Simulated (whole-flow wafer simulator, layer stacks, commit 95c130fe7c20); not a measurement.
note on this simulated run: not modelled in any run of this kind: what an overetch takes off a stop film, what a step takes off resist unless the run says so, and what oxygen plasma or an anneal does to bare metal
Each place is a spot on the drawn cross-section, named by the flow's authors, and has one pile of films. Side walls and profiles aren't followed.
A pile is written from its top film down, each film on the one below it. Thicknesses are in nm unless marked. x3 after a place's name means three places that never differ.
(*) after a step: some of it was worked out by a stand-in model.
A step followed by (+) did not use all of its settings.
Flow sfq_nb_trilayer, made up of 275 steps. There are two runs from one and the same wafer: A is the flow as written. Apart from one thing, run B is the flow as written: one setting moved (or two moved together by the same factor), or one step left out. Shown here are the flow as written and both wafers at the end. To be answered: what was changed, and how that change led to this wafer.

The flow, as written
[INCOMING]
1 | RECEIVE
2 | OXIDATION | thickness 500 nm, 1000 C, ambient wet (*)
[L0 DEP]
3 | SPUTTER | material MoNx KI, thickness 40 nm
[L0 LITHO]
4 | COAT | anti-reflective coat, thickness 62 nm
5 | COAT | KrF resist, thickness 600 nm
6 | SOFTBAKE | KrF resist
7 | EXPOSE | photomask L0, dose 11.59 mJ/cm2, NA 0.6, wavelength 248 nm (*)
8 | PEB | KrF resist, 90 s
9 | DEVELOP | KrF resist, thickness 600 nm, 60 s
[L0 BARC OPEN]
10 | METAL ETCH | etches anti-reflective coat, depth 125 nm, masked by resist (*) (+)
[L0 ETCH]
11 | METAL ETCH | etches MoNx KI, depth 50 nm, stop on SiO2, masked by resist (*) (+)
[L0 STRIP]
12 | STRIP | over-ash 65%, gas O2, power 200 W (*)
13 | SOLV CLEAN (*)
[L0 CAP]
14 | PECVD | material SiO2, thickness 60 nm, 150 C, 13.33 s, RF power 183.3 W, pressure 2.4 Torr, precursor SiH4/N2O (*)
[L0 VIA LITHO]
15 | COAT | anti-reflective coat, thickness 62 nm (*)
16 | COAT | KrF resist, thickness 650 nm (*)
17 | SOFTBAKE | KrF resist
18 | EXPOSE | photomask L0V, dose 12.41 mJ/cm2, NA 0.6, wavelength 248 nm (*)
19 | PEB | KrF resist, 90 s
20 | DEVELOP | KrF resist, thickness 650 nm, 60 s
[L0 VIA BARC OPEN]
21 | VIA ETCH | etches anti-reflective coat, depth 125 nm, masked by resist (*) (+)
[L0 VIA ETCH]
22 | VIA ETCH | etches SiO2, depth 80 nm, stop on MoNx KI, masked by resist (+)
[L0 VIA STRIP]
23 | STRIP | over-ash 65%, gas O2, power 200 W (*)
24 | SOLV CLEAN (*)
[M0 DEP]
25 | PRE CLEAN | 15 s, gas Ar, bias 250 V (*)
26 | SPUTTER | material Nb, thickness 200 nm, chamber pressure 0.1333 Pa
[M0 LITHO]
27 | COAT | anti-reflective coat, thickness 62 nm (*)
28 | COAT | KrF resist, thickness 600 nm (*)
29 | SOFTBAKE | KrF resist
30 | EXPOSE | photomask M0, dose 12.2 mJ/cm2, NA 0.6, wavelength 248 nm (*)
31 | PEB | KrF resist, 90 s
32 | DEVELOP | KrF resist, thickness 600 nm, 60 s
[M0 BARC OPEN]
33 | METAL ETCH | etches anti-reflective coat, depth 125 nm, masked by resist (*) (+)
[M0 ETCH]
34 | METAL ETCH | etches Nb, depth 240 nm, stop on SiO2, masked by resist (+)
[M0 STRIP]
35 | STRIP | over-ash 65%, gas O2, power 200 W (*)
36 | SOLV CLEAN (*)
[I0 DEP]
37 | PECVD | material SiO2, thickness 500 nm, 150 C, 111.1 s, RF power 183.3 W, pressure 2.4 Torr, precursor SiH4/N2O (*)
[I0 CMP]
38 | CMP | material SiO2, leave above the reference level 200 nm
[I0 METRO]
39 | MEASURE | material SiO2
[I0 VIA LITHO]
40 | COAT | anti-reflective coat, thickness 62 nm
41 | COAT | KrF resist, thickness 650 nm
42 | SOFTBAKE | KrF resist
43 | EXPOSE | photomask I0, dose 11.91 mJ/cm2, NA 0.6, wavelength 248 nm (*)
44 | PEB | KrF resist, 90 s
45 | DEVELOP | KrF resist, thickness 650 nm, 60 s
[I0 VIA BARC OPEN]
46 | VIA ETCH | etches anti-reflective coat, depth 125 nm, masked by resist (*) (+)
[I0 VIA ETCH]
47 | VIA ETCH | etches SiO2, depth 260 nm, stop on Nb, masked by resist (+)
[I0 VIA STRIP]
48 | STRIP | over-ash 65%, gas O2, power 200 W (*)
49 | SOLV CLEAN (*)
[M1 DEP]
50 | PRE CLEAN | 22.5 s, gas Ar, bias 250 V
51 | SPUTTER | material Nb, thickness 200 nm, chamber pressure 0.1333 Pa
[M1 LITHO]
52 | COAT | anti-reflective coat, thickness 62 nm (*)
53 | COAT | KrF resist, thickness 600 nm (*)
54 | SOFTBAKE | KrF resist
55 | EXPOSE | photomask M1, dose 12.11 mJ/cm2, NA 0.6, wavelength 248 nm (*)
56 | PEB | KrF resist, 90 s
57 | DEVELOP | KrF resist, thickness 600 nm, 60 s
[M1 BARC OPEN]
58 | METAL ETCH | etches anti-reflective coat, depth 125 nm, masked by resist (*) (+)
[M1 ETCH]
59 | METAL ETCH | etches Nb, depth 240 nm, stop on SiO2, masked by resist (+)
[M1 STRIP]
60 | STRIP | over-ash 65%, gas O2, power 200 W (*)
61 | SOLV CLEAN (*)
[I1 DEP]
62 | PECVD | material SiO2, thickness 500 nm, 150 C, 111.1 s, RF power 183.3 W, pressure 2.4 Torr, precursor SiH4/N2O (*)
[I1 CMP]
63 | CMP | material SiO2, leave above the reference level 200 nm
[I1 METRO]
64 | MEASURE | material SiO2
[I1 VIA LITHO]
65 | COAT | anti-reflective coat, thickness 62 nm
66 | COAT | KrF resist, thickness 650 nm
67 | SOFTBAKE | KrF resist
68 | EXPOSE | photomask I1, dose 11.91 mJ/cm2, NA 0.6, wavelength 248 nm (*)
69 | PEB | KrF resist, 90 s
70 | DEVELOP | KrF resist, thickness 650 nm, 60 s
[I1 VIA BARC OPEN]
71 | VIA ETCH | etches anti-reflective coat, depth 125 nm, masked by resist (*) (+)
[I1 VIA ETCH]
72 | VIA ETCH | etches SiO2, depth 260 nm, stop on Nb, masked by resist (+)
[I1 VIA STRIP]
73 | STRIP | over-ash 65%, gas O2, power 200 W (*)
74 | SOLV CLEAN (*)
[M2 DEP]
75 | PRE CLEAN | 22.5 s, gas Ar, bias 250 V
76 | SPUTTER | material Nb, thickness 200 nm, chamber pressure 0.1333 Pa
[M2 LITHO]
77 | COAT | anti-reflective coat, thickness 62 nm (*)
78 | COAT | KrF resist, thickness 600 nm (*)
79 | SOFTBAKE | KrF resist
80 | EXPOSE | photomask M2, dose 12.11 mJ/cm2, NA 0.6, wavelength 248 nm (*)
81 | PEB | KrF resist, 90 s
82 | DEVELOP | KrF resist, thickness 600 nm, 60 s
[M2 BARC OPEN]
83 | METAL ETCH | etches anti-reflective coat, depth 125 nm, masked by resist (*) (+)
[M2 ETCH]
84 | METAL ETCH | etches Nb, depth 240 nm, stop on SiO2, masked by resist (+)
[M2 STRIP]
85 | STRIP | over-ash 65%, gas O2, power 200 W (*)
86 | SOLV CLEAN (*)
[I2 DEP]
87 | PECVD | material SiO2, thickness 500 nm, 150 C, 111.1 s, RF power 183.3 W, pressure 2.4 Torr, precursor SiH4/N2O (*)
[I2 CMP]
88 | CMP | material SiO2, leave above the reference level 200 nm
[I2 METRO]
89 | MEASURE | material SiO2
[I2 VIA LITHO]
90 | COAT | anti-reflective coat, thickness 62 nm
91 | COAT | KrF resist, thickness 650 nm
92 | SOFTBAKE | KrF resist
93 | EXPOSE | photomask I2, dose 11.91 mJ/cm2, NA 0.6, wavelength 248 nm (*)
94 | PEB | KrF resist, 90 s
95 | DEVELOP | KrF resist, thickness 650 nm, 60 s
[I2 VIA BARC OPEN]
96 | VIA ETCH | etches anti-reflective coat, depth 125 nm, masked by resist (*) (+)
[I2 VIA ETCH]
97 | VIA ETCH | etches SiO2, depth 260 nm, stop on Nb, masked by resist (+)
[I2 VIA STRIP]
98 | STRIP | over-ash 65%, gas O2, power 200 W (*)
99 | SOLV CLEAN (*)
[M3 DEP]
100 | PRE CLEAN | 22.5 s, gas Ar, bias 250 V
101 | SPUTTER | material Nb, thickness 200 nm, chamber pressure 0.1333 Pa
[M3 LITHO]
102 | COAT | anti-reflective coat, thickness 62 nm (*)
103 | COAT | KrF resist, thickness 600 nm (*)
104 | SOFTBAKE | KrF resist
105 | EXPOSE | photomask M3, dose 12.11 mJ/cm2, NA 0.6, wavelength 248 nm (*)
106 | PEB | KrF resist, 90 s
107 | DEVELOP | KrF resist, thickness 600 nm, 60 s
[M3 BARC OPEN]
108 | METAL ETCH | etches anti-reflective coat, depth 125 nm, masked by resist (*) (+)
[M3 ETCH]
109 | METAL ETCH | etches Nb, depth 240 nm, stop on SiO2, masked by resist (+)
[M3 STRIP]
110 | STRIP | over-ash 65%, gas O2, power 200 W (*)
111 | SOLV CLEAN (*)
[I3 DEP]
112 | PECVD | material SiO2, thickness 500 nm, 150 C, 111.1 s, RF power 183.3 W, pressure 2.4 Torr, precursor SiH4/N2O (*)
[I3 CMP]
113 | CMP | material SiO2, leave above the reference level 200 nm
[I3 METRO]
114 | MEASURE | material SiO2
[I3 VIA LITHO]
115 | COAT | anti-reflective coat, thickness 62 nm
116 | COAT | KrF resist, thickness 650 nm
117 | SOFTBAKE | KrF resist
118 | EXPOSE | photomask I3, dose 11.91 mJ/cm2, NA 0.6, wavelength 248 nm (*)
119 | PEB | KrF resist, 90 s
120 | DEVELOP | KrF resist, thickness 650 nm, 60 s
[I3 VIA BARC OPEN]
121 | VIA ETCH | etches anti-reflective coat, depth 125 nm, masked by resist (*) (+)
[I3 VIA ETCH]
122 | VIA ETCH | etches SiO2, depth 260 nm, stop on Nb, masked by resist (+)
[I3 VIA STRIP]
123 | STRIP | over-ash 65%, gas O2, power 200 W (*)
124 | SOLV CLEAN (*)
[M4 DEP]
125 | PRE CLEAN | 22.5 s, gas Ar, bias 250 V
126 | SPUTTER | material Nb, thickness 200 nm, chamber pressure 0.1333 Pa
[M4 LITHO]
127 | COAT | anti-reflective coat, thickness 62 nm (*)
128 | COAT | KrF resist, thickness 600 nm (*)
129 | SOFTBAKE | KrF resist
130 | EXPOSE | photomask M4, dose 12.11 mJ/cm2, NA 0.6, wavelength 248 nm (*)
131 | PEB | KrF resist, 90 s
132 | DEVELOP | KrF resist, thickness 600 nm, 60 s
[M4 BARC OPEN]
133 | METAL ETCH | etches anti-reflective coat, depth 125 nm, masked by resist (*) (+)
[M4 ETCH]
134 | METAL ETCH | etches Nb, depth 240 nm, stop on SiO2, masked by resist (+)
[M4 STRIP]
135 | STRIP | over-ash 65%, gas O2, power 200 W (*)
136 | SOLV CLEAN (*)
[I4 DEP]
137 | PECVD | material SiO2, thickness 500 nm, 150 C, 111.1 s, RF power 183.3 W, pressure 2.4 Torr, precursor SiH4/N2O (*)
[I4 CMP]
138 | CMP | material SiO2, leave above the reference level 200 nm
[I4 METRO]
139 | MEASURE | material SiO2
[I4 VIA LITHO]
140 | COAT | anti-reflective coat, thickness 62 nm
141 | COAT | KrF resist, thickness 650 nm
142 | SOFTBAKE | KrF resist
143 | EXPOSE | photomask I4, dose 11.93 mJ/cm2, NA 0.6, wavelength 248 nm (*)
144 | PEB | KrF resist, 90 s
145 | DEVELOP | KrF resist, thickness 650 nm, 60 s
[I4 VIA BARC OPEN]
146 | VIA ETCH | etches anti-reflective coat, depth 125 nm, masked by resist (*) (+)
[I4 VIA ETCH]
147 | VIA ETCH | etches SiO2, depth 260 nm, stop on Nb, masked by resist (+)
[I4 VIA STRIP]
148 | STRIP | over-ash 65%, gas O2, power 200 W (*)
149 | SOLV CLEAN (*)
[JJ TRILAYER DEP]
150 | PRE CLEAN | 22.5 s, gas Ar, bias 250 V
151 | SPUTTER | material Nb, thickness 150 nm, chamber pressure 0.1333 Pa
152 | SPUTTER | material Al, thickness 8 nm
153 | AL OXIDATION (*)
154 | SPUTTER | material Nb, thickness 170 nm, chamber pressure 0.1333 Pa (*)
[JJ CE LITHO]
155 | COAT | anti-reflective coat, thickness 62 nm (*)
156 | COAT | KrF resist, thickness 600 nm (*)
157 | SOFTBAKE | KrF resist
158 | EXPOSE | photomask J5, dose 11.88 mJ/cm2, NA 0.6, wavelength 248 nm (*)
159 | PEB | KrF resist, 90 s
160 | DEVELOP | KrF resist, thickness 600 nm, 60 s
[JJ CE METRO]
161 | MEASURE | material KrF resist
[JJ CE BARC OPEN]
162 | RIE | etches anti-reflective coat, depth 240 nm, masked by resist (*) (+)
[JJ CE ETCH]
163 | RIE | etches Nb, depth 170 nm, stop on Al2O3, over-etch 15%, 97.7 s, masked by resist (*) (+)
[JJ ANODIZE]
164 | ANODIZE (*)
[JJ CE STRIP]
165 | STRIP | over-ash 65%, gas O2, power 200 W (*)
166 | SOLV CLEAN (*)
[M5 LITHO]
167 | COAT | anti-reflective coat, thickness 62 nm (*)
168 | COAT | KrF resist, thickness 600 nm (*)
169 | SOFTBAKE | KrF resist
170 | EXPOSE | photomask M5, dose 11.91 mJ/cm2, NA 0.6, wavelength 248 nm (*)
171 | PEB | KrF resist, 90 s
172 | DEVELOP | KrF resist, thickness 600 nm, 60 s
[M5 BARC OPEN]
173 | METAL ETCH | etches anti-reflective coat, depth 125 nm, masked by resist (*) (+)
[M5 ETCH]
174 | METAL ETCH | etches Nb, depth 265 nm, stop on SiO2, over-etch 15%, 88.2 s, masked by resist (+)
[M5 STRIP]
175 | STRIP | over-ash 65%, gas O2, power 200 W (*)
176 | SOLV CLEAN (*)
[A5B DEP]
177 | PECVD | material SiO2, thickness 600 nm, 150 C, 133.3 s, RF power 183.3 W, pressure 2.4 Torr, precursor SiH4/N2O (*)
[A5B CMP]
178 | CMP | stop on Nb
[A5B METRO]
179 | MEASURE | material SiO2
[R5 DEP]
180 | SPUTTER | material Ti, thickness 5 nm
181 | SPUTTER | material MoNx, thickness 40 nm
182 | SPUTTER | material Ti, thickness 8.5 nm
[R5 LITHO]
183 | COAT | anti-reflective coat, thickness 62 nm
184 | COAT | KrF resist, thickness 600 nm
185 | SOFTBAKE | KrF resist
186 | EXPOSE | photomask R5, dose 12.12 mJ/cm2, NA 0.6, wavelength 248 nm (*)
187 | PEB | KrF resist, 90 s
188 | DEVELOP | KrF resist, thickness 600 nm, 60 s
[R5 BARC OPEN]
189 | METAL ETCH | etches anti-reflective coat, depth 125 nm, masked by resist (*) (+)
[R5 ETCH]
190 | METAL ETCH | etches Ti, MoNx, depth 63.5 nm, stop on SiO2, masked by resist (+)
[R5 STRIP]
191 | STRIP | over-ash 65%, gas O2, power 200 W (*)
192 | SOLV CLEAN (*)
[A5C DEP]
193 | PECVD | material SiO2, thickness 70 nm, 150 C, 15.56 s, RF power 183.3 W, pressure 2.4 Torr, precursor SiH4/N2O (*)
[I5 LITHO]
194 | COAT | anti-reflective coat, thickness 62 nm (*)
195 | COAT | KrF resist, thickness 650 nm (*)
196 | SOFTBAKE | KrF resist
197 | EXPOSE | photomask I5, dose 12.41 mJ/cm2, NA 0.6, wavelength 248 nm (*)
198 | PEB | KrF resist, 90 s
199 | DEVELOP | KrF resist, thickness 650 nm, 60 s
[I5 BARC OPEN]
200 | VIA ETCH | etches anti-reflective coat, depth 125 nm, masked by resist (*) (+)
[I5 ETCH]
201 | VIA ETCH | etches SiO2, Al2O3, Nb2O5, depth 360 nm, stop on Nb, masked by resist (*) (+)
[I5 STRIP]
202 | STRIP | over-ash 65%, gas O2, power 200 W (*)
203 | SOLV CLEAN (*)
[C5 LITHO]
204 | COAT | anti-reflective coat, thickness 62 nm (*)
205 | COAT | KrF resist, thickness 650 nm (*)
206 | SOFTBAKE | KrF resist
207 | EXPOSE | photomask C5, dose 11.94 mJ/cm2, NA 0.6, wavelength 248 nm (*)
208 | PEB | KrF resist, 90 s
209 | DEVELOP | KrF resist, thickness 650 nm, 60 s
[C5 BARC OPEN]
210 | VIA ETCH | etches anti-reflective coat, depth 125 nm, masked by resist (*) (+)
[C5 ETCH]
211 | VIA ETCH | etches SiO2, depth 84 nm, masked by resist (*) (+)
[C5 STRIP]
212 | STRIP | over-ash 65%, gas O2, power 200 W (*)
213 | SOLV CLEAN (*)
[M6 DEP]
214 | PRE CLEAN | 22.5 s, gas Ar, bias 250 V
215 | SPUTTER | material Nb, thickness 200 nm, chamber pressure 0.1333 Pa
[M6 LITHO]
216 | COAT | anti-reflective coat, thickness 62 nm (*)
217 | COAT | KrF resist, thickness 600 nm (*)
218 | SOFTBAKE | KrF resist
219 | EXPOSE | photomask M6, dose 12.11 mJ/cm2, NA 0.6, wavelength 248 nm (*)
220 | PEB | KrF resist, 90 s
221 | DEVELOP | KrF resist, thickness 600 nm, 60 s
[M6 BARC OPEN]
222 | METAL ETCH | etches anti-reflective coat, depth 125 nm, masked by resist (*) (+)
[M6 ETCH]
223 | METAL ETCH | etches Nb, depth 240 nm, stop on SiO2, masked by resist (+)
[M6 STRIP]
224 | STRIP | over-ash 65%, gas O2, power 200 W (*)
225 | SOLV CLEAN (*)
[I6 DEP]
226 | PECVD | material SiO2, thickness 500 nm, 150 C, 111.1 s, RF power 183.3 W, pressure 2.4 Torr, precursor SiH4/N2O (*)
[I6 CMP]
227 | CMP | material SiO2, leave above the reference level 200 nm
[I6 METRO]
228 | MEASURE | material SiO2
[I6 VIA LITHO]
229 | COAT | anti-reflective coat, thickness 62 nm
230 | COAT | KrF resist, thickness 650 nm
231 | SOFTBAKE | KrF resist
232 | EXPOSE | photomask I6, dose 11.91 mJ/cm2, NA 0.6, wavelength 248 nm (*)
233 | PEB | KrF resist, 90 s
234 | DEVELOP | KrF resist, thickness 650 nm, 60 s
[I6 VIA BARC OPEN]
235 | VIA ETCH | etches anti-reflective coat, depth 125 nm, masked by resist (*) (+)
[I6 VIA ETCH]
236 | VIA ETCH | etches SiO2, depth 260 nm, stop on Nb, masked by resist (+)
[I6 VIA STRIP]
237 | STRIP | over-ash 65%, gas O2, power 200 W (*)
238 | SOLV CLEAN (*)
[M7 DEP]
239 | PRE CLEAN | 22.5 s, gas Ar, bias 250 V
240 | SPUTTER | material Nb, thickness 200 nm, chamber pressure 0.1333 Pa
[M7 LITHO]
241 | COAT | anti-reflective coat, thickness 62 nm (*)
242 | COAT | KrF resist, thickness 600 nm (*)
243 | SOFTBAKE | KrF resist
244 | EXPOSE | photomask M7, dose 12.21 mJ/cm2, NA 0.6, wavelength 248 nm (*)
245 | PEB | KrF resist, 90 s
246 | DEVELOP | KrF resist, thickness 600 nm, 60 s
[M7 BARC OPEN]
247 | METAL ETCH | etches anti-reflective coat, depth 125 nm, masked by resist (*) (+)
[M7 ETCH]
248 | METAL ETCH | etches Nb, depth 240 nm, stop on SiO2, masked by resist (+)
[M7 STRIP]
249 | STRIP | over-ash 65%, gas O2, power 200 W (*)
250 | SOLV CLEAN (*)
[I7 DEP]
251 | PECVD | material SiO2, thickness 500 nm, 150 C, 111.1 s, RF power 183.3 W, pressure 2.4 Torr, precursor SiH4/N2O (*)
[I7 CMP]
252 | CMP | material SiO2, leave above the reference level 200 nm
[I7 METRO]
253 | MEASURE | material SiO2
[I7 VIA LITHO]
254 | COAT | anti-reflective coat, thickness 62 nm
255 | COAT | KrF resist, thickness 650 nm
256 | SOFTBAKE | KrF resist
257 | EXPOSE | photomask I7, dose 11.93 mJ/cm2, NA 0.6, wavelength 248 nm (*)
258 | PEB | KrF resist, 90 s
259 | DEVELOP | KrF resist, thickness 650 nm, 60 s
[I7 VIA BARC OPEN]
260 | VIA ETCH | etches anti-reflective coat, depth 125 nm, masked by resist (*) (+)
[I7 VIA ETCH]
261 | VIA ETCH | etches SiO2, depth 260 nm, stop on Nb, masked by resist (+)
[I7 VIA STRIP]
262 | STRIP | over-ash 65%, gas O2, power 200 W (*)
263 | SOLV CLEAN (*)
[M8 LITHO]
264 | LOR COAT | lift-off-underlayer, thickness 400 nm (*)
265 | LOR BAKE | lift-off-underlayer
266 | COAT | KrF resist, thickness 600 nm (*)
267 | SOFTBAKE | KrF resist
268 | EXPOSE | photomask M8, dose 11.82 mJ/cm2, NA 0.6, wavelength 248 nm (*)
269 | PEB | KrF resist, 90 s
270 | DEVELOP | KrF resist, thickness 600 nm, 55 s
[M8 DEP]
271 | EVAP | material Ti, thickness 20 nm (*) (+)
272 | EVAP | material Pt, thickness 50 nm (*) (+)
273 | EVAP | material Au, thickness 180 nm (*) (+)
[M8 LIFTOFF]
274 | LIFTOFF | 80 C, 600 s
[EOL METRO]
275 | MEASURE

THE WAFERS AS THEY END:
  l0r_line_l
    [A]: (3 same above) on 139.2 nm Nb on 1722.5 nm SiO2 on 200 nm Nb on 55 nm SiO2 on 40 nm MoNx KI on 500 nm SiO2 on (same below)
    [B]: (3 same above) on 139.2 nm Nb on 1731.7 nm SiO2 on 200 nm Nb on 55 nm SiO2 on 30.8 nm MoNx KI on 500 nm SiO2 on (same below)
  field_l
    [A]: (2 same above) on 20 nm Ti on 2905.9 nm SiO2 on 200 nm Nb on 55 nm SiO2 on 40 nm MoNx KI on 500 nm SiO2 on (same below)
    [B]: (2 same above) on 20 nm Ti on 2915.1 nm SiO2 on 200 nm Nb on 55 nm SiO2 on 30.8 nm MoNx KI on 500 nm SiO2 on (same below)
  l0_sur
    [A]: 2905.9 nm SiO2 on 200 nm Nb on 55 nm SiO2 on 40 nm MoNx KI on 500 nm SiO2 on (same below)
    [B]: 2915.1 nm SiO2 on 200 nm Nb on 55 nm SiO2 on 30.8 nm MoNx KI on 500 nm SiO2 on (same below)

What caused this: step 3, SPUTTER: thickness 30.8 nm was run, whereas the flow has thickness 40 nm.
The wafer itself shows it: l0r_line_l has MoNx KI 30.8, and step 3 as written asks for 40 nm.

The path from the change to this, step by step:
  3 | SPUTTER | material MoNx KI, thickness 40 nm
      field_l, v_sur, via_wl and 103 more: A MoNx KI gains 40 (new film) | B MoNx KI gains 30.8 (new film)
  11 | METAL ETCH | etches MoNx KI, depth 50 nm, stop on SiO2, masked by resist (*) (+)
      v_sur, via_wl, via_w and 97 more: A MoNx KI loses 40 (all of it) | B MoNx KI loses 30.8 (all of it)
      field_l, l0_sur, l0v, l0r_line_l, l0r_line_c, l0r_line_r: A KrF resist loses 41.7 | B KrF resist loses 38.5
  15 | COAT | anti-reflective coat, thickness 62 nm (*)
      v_sur: A anti-reflective coat gains 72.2 (new film) | B anti-reflective coat gains 69.9 (new film)
      lsp_r: A anti-reflective coat gains 68.1 (new film) | B anti-reflective coat gains 66.7 (new film)
      (also at 2 further places)
  23 | STRIP | over-ash 65%, gas O2, power 200 W (*)
      v_sur: A KrF resist loses 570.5 (all of it), anti-reflective coat loses 72.2 (all of it) | B KrF resist loses 567.8 (all of it), anti-reflective coat loses 69.9 (all of it)
      lsp_r: A KrF resist loses 572.6 (all of it), anti-reflective coat loses 68.1 (all of it) | B KrF resist loses 569.6 (all of it), anti-reflective coat loses 66.7 (all of it)
      (also at 2 further places)
  27 | COAT | anti-reflective coat, thickness 62 nm (*)
      v_sur: A anti-reflective coat gains 72.3 (new film) | B anti-reflective coat gains 70 (new film)
      lsp_r: A anti-reflective coat gains 67.8 (new film) | B anti-reflective coat gains 66.4 (new film)
      (also at 1 further place)
  35 | STRIP | over-ash 65%, gas O2, power 200 W (*)
      v_sur: A KrF resist loses 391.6 (all of it), anti-reflective coat loses 72.3 (all of it) | B KrF resist loses 389.3 (all of it), anti-reflective coat loses 70 (all of it)
      lsp_r: A KrF resist loses 389.8 (all of it), anti-reflective coat loses 67.8 (all of it) | B KrF resist loses 387 (all of it), anti-reflective coat loses 66.4 (all of it)
      (also at 1 further place)
  38 | CMP | material SiO2, leave above the reference level 200 nm
      field_l, l0_sur, l0r_line_l, l0r_line_c, l0r_line_r: A SiO2 loses 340 | B SiO2 loses 330.8
      l0v: A SiO2 loses 277.8 | B SiO2 loses 268.6
